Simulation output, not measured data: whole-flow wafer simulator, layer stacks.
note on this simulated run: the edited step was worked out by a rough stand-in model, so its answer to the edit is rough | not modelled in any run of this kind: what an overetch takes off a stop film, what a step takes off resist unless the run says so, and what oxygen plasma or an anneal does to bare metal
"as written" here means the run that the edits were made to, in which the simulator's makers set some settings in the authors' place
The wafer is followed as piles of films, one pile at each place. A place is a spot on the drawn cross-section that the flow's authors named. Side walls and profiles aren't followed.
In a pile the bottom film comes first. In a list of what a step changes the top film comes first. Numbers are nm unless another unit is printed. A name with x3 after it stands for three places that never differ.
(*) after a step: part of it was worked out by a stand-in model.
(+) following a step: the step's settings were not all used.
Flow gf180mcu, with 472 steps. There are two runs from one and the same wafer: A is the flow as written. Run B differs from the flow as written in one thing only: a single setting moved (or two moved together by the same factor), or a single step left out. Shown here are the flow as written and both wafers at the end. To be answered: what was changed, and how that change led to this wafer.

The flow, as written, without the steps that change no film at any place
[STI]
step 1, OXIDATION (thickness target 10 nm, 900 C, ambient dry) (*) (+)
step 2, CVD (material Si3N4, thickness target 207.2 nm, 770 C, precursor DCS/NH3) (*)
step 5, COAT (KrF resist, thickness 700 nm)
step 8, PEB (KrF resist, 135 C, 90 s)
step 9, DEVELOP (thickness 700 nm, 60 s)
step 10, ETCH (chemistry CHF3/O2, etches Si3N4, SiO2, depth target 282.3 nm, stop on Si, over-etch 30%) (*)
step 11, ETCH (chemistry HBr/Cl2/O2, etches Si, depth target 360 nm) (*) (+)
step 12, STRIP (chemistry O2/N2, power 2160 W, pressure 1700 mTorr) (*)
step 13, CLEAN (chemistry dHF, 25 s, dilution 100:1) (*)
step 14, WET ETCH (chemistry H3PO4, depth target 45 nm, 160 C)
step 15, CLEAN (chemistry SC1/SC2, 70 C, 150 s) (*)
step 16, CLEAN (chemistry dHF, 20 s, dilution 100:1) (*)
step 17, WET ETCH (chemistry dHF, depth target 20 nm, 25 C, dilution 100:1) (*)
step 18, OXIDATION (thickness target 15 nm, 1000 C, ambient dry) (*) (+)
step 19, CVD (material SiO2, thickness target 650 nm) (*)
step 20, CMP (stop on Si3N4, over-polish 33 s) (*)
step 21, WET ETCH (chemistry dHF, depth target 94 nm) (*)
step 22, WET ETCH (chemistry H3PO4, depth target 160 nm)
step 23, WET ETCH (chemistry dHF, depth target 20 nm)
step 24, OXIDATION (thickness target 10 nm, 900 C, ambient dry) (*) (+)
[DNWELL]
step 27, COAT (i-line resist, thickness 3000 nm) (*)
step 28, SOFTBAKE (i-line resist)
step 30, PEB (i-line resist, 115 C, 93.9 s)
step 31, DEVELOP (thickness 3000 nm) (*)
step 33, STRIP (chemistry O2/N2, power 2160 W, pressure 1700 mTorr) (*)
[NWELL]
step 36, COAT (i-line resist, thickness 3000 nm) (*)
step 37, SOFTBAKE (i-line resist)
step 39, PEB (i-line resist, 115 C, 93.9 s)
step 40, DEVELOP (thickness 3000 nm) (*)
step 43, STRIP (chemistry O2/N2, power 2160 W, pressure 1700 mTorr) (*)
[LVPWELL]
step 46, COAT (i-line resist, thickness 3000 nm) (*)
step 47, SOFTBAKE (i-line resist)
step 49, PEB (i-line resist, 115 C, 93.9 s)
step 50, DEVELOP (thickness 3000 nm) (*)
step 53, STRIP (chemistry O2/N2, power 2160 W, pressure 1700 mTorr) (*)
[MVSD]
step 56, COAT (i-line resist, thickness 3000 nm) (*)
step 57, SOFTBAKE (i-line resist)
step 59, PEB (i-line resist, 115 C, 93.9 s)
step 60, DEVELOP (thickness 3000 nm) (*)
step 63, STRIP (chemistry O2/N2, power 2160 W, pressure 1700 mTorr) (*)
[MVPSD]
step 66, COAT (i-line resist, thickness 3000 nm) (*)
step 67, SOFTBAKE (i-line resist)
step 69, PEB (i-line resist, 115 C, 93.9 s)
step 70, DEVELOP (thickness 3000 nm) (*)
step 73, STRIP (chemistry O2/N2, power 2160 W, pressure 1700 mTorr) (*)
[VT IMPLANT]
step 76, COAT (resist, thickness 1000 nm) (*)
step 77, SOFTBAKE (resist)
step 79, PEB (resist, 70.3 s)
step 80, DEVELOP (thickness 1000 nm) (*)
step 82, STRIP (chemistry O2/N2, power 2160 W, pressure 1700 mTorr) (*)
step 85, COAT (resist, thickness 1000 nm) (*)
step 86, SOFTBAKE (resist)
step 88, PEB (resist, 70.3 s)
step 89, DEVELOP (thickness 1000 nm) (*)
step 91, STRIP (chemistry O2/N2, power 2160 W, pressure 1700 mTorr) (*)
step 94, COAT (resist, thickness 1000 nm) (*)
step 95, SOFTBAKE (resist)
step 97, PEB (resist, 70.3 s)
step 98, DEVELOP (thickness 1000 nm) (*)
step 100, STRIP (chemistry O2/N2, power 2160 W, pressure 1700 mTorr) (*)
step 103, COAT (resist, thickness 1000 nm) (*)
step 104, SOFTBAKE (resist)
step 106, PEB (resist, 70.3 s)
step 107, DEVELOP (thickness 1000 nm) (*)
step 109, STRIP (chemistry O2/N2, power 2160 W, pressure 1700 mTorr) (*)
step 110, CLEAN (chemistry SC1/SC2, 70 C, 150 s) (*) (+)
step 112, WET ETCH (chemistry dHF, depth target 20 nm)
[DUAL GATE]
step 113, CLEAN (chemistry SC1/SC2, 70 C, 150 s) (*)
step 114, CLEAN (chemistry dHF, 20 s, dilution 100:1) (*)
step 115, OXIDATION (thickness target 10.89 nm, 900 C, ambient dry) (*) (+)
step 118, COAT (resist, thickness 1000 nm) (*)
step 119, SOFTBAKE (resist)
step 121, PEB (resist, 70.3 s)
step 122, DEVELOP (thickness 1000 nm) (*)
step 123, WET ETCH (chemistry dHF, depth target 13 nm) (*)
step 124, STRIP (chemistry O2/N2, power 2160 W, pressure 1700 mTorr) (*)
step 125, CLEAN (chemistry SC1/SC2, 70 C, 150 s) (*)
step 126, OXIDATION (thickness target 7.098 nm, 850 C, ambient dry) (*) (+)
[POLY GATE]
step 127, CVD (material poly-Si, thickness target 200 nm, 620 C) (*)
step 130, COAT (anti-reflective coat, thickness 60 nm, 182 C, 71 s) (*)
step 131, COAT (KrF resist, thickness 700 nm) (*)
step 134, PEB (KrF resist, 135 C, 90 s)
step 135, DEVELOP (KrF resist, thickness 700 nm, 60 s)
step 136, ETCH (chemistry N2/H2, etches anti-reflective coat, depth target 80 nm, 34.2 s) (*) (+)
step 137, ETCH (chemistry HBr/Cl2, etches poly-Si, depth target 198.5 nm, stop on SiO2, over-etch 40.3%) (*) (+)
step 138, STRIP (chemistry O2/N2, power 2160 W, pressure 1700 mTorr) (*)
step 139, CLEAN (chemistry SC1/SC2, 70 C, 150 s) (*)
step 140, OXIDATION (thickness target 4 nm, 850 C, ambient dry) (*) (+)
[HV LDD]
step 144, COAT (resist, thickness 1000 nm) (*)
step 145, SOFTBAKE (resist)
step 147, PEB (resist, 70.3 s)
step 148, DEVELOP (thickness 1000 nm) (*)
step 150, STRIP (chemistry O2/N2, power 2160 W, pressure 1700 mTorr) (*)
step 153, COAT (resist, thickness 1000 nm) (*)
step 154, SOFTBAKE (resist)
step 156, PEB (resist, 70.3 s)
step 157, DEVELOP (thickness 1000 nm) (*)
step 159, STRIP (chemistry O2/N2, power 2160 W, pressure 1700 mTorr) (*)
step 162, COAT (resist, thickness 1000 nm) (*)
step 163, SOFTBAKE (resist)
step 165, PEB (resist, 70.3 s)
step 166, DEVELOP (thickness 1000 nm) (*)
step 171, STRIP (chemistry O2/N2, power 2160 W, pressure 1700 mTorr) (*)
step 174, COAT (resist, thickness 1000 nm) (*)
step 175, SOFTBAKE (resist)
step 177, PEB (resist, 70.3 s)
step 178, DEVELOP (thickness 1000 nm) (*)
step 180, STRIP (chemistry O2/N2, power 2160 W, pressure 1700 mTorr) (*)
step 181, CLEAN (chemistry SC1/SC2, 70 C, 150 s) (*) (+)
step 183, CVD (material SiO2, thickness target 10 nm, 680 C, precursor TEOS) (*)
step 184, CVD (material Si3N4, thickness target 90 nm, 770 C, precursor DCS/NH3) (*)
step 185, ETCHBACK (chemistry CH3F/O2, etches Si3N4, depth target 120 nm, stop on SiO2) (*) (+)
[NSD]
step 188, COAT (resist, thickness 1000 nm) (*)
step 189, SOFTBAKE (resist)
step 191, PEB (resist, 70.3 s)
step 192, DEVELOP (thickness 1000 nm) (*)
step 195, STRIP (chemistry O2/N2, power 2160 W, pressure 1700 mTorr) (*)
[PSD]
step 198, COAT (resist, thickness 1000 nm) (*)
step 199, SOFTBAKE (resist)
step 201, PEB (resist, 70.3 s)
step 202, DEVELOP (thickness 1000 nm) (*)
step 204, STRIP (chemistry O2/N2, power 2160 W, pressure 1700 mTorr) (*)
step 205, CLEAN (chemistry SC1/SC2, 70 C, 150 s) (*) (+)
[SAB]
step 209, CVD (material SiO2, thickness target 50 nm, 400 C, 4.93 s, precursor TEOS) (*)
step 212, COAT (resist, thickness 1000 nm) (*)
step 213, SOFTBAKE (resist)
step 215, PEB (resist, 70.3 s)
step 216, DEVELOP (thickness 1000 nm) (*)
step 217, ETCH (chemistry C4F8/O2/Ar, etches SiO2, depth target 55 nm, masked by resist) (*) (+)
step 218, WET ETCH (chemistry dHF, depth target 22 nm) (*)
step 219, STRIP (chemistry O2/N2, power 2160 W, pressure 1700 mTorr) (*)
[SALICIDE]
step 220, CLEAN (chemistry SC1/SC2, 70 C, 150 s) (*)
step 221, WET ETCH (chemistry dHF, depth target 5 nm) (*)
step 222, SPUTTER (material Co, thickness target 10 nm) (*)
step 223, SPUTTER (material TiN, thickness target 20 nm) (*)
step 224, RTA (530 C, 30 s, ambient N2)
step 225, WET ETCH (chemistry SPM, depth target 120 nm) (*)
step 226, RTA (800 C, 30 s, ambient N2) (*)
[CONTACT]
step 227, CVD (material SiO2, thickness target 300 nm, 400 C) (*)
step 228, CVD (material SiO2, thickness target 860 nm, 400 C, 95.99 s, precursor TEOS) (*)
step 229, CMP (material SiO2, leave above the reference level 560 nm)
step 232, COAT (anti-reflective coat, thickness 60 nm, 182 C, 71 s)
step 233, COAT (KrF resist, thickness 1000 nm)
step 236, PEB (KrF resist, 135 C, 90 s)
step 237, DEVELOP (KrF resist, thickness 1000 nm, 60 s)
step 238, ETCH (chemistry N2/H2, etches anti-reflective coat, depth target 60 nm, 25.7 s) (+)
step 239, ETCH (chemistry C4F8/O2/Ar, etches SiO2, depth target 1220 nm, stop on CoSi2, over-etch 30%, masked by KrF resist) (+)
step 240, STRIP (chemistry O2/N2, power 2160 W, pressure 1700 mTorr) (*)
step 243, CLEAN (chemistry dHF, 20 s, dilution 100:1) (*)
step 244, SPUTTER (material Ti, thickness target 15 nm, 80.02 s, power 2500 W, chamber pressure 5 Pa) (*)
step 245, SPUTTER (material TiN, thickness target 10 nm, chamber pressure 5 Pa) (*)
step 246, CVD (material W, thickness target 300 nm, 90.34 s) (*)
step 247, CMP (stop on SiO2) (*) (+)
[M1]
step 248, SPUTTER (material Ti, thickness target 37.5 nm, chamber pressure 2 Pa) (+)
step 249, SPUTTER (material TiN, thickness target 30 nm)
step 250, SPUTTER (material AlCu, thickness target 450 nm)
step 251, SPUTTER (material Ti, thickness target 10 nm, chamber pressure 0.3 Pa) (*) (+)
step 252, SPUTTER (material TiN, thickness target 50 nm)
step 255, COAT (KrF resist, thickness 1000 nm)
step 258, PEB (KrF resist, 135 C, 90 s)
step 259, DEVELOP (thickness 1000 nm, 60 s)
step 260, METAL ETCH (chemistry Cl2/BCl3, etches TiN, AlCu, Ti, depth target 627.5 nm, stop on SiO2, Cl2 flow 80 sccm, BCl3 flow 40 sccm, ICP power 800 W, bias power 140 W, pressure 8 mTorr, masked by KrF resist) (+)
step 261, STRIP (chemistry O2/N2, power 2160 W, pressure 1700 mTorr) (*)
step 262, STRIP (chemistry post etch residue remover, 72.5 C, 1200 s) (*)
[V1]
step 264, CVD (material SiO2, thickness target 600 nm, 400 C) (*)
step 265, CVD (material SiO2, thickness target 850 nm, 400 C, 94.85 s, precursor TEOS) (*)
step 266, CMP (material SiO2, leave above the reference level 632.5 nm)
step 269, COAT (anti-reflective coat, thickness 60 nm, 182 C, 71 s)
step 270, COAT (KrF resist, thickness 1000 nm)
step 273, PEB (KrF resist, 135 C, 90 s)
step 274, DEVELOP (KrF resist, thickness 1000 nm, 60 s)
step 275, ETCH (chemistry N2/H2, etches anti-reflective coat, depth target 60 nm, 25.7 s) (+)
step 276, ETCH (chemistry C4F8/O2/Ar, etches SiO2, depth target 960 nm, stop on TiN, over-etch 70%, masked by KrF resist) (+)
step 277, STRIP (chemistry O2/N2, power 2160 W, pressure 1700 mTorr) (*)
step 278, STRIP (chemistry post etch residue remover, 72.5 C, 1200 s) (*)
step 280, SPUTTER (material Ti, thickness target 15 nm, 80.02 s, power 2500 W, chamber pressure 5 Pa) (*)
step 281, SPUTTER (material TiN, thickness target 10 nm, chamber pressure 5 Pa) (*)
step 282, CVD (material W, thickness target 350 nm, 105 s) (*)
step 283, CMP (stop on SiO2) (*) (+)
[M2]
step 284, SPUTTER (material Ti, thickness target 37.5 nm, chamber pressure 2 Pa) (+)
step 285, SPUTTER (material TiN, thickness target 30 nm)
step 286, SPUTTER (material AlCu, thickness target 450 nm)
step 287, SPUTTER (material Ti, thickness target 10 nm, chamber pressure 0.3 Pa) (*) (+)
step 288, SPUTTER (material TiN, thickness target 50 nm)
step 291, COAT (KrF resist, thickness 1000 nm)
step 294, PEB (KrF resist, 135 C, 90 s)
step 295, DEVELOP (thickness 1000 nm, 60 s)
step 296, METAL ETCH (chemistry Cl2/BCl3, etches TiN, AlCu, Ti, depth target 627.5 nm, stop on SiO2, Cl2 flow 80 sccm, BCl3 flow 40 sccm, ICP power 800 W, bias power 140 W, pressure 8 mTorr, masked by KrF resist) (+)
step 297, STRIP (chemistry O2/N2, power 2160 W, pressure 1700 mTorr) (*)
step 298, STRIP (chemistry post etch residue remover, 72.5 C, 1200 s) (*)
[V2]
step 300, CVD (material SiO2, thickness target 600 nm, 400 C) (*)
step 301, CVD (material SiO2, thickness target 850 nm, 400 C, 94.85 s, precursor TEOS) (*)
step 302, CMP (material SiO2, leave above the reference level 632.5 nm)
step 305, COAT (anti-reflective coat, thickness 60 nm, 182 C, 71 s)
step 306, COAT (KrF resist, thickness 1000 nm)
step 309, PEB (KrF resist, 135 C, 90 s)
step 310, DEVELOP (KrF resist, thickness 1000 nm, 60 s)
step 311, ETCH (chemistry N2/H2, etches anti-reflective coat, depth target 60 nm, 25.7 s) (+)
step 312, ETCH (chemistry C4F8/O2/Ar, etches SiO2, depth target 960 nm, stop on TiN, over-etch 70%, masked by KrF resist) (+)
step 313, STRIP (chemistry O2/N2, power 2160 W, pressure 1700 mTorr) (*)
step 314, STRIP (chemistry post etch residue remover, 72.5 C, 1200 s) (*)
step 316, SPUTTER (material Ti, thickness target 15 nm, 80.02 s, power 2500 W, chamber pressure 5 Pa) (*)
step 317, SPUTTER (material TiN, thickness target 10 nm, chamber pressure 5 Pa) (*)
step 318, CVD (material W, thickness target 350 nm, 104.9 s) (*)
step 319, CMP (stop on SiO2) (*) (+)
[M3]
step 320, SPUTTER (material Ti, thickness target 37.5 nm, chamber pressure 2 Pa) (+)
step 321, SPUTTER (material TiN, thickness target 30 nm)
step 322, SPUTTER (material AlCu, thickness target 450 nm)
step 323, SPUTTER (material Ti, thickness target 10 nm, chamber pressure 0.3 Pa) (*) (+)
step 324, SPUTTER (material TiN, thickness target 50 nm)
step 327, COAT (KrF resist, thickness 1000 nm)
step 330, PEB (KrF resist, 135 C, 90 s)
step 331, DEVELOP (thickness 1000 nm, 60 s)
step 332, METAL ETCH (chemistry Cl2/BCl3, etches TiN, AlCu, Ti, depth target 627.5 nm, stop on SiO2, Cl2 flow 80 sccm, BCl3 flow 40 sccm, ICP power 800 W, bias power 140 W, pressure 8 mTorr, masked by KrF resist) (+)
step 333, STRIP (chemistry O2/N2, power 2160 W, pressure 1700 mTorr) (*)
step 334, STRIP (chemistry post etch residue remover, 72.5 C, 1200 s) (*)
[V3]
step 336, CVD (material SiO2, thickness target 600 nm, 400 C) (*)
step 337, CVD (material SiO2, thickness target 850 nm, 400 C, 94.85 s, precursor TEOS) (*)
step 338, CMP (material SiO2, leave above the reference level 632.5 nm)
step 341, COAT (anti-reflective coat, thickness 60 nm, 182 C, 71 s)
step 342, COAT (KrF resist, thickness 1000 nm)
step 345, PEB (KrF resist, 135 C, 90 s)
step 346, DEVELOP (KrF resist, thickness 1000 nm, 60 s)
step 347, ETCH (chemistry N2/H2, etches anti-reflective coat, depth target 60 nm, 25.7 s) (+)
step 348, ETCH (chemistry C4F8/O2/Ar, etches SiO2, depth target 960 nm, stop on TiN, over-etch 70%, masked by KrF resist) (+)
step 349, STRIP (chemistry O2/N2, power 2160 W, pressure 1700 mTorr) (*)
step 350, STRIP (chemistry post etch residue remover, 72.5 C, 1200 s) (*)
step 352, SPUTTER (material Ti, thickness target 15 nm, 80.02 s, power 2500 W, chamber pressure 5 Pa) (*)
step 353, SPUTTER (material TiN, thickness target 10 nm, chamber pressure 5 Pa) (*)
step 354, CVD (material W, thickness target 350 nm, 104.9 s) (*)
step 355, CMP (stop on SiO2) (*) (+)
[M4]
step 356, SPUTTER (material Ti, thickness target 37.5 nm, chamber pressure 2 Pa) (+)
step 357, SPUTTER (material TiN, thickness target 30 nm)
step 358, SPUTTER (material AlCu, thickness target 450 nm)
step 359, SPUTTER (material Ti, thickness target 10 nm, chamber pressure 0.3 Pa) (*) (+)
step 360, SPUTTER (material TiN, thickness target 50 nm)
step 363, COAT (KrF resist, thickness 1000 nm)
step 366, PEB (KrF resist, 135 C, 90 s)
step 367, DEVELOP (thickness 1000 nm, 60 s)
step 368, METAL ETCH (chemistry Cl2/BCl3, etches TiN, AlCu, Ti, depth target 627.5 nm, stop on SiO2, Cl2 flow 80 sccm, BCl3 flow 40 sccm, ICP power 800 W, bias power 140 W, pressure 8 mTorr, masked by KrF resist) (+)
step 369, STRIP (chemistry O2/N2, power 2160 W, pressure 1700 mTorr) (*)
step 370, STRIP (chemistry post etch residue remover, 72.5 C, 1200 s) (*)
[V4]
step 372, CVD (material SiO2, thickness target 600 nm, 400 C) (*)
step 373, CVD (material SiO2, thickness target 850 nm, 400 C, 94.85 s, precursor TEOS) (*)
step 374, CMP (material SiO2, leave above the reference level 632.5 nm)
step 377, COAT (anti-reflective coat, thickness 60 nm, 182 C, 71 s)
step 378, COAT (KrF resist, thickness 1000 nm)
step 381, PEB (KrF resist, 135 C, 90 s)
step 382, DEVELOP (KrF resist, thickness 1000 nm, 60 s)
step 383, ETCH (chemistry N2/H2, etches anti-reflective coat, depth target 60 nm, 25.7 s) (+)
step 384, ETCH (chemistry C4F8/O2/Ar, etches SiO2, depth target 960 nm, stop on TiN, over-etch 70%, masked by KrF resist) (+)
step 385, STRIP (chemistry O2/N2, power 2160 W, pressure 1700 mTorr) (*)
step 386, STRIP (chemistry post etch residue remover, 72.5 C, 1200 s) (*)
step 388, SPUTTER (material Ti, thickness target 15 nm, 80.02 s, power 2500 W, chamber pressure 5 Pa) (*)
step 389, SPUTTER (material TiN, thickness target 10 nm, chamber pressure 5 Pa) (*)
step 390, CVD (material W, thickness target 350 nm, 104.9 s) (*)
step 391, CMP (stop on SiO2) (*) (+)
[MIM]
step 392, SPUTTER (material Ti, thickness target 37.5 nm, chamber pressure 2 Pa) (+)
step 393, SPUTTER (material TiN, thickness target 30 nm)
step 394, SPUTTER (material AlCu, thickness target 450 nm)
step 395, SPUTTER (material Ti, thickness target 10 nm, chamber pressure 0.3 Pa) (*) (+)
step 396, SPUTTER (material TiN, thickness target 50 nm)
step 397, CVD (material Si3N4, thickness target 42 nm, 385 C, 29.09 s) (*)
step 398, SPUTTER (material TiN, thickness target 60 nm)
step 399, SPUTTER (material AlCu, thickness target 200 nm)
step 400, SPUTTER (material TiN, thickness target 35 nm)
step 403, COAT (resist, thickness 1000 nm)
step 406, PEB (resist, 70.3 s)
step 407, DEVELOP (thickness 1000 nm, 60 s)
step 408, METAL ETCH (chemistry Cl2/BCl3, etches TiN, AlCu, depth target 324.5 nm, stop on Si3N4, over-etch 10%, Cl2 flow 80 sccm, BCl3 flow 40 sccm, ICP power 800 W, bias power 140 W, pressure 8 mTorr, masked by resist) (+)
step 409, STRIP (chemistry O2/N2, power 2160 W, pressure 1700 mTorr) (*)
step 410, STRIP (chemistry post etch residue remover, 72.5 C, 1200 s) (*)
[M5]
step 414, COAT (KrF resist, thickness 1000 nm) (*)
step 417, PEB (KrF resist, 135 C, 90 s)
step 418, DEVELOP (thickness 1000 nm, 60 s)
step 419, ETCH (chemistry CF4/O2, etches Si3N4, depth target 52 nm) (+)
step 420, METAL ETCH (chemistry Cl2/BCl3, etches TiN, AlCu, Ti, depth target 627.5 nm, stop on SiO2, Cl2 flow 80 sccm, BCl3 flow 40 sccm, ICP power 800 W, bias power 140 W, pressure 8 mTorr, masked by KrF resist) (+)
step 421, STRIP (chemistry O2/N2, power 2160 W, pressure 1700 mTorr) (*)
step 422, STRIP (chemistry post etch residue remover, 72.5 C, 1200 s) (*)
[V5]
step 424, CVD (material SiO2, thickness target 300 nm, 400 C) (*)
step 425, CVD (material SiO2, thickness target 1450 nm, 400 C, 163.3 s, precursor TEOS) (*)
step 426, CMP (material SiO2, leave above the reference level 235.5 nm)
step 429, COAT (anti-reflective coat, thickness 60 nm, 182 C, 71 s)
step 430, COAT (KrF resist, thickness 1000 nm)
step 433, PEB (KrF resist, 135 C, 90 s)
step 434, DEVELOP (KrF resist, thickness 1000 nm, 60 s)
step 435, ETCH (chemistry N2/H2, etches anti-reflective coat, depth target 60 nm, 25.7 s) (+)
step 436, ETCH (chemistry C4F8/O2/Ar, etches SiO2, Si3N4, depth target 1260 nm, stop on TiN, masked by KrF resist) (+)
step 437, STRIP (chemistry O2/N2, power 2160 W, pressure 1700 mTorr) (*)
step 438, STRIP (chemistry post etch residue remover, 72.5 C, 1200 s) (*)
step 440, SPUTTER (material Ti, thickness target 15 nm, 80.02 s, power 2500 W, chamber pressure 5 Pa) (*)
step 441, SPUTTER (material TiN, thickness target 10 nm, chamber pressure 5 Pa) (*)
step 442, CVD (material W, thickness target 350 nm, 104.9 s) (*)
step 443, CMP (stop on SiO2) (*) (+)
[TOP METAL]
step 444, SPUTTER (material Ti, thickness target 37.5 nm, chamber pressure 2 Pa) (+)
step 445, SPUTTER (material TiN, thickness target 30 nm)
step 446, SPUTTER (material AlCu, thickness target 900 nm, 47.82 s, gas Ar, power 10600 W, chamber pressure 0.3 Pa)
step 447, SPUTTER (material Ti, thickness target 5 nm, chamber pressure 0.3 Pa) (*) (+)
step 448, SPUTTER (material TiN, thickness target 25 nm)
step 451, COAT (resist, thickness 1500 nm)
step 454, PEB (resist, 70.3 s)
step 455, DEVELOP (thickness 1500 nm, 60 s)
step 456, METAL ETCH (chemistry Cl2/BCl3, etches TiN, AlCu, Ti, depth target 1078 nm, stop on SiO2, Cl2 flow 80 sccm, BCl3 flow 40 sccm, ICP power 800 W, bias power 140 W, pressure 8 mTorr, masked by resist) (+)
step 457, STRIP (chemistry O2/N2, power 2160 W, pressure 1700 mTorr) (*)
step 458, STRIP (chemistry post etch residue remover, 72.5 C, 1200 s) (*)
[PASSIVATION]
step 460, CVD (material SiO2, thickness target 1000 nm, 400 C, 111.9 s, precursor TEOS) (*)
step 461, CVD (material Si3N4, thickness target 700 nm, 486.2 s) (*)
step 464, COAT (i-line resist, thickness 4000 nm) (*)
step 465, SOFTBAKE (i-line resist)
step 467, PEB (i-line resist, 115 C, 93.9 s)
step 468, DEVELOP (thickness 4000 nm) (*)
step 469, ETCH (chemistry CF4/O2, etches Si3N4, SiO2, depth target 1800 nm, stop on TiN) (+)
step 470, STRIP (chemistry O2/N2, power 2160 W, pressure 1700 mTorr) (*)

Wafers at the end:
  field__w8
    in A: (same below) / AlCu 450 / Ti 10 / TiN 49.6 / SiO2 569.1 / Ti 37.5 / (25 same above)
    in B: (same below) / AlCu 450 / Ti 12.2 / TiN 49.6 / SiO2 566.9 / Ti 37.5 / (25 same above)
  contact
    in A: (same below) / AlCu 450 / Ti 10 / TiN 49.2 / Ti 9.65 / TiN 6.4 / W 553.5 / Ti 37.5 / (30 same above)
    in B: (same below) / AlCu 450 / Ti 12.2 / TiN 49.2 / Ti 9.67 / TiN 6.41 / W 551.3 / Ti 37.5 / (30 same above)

The reason: step 287, SPUTTER: thickness target 12.2 nm was run, though the flow has thickness target 10 nm.
One can read it off the wafer: field__w8 has Ti 12.2, and step 287 as written asks for 10 nm.

How this came from the change, step by step:
  step 287, SPUTTER (material Ti, thickness target 10 nm, chamber pressure 0.3 Pa) (*) (+)
      field, field__w1, field__w2 and 108 more: A +10 Ti (new film) | B +12.2 Ti (new film)
  step 296, METAL ETCH (chemistry Cl2/BCl3, etches TiN, AlCu, Ti, depth target 627.5 nm, stop on SiO2, Cl2 flow 80 sccm, BCl3 flow 40 sccm, ICP power 800 W, bias power 140 W, pressure 8 mTorr, masked by KrF resist) (+)
      field, field__w1, field__w2 and 103 more: A -50 TiN (all of it), -10 Ti (all of it), -450 AlCu (all of it), -30 TiN (all of it), -37.5 Ti (all of it) | B -50 TiN (all of it), -12.2 Ti (all of it), -450 AlCu (all of it), -30 TiN (all of it), -37.5 Ti (all of it)
